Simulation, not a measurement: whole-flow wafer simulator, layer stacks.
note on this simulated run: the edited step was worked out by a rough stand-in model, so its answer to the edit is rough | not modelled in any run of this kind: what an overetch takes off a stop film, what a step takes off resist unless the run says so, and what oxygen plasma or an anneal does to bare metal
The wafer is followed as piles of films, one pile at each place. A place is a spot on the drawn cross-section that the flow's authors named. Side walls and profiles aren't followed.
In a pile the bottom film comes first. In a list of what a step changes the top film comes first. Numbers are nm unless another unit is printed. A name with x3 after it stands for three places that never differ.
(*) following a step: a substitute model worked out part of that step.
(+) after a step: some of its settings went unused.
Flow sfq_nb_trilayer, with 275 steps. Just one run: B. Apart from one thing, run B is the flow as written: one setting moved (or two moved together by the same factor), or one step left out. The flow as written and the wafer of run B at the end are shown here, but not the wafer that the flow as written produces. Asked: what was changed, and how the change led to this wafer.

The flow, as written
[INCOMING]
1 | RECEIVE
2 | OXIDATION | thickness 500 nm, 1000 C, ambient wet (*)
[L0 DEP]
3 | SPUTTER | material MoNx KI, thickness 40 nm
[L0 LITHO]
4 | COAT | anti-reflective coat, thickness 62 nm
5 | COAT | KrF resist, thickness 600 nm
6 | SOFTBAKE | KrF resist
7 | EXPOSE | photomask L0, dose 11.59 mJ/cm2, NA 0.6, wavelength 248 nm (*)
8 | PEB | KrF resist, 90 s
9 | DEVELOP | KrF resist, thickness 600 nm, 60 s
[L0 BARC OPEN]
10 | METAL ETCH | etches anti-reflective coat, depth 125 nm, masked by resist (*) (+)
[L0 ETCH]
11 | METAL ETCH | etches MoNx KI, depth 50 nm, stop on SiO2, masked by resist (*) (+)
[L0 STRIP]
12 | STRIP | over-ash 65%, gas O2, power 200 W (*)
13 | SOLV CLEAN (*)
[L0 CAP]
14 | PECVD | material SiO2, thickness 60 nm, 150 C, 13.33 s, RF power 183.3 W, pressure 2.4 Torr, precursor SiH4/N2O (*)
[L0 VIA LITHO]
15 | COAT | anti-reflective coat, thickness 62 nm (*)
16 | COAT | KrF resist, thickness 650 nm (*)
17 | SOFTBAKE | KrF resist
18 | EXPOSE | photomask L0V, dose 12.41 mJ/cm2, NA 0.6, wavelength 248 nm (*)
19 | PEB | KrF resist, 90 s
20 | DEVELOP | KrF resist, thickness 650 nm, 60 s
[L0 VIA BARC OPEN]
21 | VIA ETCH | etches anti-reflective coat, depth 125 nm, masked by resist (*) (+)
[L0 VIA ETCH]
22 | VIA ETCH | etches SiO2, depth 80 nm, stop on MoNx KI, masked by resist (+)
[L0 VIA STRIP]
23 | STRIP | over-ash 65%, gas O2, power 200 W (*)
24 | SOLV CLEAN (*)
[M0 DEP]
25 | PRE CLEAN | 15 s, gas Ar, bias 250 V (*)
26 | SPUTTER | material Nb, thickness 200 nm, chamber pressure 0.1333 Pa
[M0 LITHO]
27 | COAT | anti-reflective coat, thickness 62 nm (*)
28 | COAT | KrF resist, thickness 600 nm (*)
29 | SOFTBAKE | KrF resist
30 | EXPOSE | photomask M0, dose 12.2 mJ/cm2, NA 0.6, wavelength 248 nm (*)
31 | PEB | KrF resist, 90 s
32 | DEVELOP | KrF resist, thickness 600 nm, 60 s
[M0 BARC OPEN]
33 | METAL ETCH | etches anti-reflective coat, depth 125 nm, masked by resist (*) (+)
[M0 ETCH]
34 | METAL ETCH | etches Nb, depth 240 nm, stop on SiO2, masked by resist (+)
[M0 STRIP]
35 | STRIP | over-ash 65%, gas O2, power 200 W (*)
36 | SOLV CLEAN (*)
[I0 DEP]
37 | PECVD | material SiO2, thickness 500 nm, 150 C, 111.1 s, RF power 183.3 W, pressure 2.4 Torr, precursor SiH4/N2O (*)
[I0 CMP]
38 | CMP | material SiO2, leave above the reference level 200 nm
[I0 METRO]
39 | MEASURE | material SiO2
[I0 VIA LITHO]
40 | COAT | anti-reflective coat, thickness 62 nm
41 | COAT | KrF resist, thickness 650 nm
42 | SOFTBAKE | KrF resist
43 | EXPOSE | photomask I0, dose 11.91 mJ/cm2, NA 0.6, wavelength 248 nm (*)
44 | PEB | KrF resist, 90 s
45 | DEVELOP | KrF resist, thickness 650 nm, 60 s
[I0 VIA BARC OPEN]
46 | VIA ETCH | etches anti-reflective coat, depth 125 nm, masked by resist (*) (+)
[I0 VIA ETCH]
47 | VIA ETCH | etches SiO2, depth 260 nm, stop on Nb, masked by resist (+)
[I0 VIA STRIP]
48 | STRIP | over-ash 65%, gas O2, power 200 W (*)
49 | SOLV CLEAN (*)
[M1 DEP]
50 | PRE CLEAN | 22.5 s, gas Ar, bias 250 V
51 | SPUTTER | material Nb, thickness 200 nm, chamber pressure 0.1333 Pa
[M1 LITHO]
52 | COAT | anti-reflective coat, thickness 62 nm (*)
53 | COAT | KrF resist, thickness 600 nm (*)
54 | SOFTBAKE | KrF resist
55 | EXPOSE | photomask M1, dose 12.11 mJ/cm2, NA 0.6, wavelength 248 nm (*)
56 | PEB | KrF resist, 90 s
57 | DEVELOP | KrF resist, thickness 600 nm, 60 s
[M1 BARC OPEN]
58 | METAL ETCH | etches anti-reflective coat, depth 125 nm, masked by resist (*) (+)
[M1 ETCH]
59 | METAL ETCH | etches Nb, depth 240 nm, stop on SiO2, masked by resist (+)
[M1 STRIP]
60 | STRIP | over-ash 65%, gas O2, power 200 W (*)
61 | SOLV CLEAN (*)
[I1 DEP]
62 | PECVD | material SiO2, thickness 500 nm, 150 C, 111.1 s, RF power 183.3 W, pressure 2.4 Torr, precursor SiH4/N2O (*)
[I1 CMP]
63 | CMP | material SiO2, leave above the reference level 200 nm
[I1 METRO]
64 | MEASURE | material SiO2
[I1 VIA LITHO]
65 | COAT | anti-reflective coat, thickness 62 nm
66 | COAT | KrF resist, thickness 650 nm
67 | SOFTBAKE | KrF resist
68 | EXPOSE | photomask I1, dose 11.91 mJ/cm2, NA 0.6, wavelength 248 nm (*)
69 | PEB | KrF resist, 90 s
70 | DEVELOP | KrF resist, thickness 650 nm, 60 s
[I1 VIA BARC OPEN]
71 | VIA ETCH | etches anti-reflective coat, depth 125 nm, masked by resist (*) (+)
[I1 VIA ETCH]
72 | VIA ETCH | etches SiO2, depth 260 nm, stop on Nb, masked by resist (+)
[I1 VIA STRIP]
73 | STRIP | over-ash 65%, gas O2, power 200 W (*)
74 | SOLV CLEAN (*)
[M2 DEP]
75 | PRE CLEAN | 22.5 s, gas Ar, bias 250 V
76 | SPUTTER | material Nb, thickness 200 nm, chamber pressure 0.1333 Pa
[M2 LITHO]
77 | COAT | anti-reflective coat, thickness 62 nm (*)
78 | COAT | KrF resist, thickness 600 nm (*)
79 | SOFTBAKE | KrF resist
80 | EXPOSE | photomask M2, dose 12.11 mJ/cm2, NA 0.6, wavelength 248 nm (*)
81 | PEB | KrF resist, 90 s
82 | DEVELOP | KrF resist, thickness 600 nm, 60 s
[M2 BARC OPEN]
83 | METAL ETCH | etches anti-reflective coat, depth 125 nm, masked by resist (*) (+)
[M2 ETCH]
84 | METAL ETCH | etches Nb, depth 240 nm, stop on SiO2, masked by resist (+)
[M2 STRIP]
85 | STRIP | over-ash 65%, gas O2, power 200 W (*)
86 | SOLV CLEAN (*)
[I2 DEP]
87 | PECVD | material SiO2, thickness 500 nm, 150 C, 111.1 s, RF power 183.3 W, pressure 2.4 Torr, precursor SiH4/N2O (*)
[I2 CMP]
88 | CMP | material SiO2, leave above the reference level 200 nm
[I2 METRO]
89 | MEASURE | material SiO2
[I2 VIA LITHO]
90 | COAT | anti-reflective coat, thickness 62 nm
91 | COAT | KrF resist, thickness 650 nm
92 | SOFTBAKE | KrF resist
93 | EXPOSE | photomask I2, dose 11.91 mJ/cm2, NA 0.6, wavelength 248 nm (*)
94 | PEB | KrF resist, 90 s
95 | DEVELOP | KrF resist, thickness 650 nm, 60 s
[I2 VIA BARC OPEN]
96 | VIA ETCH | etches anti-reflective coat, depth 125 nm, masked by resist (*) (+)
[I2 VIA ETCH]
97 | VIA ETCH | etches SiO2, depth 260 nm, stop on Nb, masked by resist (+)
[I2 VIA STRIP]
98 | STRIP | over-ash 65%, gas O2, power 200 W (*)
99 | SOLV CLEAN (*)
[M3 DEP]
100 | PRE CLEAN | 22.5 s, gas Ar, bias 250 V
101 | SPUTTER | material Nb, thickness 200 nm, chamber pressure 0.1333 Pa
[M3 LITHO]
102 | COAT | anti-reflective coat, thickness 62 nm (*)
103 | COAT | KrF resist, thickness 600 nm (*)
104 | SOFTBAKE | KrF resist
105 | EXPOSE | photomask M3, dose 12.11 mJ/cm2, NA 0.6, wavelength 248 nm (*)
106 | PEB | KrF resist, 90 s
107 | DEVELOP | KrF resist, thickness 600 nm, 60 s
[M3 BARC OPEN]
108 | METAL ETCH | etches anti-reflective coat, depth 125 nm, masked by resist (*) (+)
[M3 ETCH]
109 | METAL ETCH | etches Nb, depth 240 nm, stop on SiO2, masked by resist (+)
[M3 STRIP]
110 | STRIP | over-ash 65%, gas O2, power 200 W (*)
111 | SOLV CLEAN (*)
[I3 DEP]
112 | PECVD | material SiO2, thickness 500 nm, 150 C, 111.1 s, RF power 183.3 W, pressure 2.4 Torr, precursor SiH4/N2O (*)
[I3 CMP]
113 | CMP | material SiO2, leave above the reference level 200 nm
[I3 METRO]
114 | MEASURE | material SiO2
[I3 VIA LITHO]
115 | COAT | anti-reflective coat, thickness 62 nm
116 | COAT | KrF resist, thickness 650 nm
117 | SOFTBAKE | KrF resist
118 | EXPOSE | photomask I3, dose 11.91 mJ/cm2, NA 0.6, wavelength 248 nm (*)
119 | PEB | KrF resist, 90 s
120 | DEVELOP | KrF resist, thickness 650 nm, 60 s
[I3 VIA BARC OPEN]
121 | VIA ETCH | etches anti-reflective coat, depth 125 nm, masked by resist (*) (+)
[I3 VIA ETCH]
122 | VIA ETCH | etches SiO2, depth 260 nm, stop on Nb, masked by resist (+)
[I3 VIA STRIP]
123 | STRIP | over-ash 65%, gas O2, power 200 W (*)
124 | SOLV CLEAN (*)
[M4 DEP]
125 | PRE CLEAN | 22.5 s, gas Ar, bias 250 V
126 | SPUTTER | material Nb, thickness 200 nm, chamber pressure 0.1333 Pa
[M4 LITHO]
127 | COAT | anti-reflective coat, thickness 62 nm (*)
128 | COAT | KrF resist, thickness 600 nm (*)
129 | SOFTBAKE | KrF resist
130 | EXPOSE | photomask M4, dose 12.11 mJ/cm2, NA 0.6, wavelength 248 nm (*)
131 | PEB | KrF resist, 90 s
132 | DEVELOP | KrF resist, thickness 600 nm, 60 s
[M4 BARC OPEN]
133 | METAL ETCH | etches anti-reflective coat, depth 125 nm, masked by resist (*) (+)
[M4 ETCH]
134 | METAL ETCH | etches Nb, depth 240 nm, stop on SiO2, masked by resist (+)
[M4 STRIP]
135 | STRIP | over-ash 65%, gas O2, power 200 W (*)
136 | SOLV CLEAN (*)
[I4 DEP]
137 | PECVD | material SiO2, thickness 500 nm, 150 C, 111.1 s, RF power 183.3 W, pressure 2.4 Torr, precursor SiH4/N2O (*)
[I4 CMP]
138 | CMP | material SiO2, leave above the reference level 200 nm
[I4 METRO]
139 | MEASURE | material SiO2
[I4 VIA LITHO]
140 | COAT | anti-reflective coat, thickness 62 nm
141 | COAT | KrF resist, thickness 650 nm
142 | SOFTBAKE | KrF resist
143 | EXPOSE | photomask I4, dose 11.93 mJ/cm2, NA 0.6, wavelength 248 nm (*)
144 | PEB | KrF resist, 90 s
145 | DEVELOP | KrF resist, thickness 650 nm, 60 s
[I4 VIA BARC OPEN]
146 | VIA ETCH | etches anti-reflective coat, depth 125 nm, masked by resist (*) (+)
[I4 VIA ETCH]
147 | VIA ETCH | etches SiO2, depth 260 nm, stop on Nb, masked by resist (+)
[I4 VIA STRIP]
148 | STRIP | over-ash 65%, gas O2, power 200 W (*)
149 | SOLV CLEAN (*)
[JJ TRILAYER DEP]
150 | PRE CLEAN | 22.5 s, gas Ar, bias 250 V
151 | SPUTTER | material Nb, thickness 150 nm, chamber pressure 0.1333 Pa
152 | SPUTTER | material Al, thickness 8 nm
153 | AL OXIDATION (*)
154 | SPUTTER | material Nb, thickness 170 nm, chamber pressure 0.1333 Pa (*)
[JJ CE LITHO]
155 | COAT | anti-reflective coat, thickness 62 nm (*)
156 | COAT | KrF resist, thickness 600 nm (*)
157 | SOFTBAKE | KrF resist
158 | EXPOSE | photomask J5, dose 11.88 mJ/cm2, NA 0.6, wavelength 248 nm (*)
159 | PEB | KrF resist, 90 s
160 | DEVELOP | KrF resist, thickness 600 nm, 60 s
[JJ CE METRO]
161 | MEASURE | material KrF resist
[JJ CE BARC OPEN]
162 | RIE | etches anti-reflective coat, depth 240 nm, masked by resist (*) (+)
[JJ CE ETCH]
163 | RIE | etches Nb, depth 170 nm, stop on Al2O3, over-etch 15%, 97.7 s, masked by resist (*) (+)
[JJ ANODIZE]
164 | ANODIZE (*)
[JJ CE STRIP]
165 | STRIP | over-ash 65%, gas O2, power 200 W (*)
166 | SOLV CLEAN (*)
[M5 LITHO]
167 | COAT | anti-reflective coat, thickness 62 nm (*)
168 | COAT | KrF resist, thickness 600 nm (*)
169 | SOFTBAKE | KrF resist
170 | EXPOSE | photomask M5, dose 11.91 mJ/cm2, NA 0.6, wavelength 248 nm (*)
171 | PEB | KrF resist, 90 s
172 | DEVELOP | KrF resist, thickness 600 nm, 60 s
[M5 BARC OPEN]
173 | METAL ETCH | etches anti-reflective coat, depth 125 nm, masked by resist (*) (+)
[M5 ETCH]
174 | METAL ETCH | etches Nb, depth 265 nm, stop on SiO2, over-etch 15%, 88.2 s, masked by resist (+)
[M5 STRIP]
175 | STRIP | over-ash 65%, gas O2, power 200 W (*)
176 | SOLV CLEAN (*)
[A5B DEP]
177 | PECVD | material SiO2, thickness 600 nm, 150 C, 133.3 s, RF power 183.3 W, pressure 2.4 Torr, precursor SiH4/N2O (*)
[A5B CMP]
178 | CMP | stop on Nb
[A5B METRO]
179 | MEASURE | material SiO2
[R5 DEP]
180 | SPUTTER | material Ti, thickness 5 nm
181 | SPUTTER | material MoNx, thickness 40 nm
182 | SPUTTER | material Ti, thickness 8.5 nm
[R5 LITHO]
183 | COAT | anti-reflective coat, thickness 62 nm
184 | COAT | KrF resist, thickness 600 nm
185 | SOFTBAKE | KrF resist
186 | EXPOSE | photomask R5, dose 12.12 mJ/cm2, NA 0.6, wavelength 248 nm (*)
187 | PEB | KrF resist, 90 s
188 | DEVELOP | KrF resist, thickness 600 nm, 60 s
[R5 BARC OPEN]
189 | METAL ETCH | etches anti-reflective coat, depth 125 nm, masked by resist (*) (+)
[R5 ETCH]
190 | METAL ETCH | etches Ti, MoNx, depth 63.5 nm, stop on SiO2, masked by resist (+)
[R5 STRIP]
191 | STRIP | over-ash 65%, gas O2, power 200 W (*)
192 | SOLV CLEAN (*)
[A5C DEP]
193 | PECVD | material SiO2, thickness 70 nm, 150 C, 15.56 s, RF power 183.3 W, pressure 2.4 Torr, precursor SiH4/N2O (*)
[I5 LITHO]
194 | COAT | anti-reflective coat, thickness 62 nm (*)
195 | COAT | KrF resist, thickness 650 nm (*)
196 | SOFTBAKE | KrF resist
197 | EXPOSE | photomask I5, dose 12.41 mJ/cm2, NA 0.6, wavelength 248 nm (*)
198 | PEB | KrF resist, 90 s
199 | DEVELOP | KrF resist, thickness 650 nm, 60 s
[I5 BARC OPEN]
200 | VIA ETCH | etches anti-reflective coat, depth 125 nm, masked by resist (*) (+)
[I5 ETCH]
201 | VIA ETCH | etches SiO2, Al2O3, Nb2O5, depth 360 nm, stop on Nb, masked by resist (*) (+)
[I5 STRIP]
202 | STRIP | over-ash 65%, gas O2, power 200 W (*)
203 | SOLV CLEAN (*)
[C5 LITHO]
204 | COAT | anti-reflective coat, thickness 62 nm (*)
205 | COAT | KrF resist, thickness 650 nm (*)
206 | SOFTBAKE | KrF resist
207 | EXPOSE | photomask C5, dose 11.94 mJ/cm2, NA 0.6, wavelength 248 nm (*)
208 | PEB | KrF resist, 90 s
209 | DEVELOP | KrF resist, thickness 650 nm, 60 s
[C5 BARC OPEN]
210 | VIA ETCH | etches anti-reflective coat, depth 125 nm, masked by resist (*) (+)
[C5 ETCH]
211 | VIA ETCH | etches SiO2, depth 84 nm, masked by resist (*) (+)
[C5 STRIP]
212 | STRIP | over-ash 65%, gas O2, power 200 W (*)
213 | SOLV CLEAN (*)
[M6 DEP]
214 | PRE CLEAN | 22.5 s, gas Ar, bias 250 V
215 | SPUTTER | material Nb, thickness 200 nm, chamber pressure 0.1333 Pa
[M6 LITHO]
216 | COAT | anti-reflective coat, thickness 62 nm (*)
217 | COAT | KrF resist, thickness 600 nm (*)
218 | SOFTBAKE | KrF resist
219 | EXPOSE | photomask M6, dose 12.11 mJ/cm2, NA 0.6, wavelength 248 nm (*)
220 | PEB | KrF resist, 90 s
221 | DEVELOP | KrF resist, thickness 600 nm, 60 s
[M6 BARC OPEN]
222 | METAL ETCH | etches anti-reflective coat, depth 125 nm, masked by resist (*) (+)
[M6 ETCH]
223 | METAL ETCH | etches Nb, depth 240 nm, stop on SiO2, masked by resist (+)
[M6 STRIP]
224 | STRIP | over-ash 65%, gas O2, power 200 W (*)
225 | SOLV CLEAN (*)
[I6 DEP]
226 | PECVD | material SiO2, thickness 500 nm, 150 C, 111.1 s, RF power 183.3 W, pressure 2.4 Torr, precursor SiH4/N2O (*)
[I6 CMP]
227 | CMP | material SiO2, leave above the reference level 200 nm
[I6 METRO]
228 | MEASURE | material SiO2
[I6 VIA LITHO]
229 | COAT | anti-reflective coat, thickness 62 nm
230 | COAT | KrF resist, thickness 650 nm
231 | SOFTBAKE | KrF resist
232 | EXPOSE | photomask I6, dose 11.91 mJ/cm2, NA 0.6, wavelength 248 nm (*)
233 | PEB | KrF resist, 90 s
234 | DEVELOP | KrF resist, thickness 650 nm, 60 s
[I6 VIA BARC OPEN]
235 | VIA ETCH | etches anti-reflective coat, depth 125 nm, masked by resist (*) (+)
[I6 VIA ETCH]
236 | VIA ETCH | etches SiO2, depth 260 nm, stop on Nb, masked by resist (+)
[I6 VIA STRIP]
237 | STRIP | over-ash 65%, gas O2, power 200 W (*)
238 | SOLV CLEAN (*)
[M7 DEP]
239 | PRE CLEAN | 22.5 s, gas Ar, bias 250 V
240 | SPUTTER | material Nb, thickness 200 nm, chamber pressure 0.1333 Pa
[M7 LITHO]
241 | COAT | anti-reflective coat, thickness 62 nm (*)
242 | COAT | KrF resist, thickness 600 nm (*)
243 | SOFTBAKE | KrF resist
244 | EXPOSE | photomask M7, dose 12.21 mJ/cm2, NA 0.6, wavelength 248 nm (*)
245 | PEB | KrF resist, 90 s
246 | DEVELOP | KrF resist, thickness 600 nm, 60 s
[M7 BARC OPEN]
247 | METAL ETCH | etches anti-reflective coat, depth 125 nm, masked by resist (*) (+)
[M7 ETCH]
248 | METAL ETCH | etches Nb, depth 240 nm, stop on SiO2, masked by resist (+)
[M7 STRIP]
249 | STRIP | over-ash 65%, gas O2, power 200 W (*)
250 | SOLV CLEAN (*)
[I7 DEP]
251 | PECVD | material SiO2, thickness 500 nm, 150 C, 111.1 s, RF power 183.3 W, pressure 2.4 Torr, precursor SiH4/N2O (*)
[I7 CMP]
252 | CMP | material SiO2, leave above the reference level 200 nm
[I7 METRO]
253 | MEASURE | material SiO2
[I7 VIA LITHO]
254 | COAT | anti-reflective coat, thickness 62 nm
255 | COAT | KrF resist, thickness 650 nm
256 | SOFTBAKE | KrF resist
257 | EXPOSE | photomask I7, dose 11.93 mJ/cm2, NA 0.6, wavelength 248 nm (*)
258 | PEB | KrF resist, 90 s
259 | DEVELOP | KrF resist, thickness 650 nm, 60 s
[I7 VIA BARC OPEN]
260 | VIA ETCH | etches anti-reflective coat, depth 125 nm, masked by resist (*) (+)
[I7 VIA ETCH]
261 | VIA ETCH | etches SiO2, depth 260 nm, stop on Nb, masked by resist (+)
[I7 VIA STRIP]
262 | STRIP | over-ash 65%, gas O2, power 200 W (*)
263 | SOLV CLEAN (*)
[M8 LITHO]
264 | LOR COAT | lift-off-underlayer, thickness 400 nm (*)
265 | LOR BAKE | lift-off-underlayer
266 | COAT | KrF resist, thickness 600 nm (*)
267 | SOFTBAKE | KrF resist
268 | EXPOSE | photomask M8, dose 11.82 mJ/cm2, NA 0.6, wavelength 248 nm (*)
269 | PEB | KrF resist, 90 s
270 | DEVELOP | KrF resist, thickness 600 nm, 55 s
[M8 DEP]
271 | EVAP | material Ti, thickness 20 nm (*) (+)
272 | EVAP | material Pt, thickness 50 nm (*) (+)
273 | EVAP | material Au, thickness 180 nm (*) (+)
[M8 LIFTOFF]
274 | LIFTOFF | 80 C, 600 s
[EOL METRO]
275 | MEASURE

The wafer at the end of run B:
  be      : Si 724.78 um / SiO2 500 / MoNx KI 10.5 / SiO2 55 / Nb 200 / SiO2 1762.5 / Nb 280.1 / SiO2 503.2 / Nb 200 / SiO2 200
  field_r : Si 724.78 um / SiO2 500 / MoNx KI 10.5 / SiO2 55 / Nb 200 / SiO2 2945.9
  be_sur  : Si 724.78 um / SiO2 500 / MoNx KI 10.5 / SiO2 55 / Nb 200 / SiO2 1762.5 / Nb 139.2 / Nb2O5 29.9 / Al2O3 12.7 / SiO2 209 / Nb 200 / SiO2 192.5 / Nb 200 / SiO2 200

Cause: step 11, METAL ETCH: depth 29.5 nm was run, whereas the flow has depth 50 nm.

Step by step, how the change led to this:
  11 | METAL ETCH | etches MoNx KI, depth 50 nm, stop on SiO2, masked by resist (*) (+)
      v_sur, via_wl, via_w and 97 more: -29.5 MoNx KI (as written it would have been: -40 MoNx KI (all of it))
      field_l, l0_sur, l0v, l0r_line_l, l0r_line_c, l0r_line_r: -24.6 KrF resist (as written it would have been: -41.7 KrF resist)
  12 | STRIP | over-ash 65%, gas O2, power 200 W (*)
      field_l, l0_sur, l0v, l0r_line_l, l0r_line_c, l0r_line_r: -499 KrF resist (all of it), -62 anti-reflective coat (all of it) (as written it would have been: -481.9 KrF resist (all of it), -62 anti-reflective coat (all of it))
  14 | PECVD | material SiO2, thickness 60 nm, 150 C, 13.33 s, RF power 183.3 W, pressure 2.4 Torr, precursor SiH4/N2O (*)
      v_sur, via_wl, via_w and 97 more: +60 SiO2 (new film) (as written it would have been: +60 SiO2)
  15 | COAT | anti-reflective coat, thickness 62 nm (*)
      field_l: +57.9 anti-reflective coat (new film) (as written it would have been: +56.7 anti-reflective coat (new film))
      v_sur: +69.6 anti-reflective coat (new film) (as written it would have been: +72.2 anti-reflective coat (new film))
      (as well as at 3 more places)
  23 | STRIP | over-ash 65%, gas O2, power 200 W (*)
      field_l: -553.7 KrF resist (all of it), -57.9 anti-reflective coat (all of it) (as written it would have been: -551.4 KrF resist (all of it), -56.7 anti-reflective coat (all of it))
      v_sur: -567.5 KrF resist (all of it), -69.6 anti-reflective coat (all of it) (as written it would have been: -570.5 KrF resist (all of it), -72.2 anti-reflective coat (all of it))
      (as well as at 3 more places)
  27 | COAT | anti-reflective coat, thickness 62 nm (*)
      field_l: +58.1 anti-reflective coat (new film) (as written it would have been: +56.9 anti-reflective coat (new film))
      v_sur: +69.7 anti-reflective coat (new film) (as written it would have been: +72.3 anti-reflective coat (new film))
      (as well as at 3 more places)
  35 | STRIP | over-ash 65%, gas O2, power 200 W (*)
      field_l: -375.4 KrF resist (all of it), -58.1 anti-reflective coat (all of it) (as written it would have been: -372.9 KrF resist (all of it), -56.9 anti-reflective coat (all of it))
      v_sur: -389 KrF resist (all of it), -69.7 anti-reflective coat (all of it) (as written it would have been: -391.6 KrF resist (all of it), -72.3 anti-reflective coat (all of it))
      (as well as at 3 more places)
  38 | CMP | material SiO2, leave above the reference level 200 nm
      field_l, l0_sur, l0r_line_l, l0r_line_c, l0r_line_r: -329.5 SiO2 (as written it would have been: -340 SiO2)
      l0v: -267.3 SiO2 (as written it would have been: -277.8 SiO2)
If metal films that touch count as one body, be has 4 bodies (between them, from the top down: SiO2 503.2; SiO2 1762.5; SiO2 55); the flow as written gives 3 bodies (between them, from the top down: SiO2 503.2; SiO2 1762.5).
If metal films that touch count as one body, field_r has 2 bodies (between them, from the top down: SiO2 55); the flow as written gives 1 body.
If metal films that touch count as one body, be_sur has 5 bodies (between them, from the top down: SiO2 192.5; SiO2 209 / Al2O3 12.7 / Nb2O5 29.9; SiO2 1762.5; SiO2 55); the flow as written gives 4 bodies (between them, from the top down: SiO2 192.5; SiO2 209 / Al2O3 12.7 / Nb2O5 29.9; SiO2 1762.5).
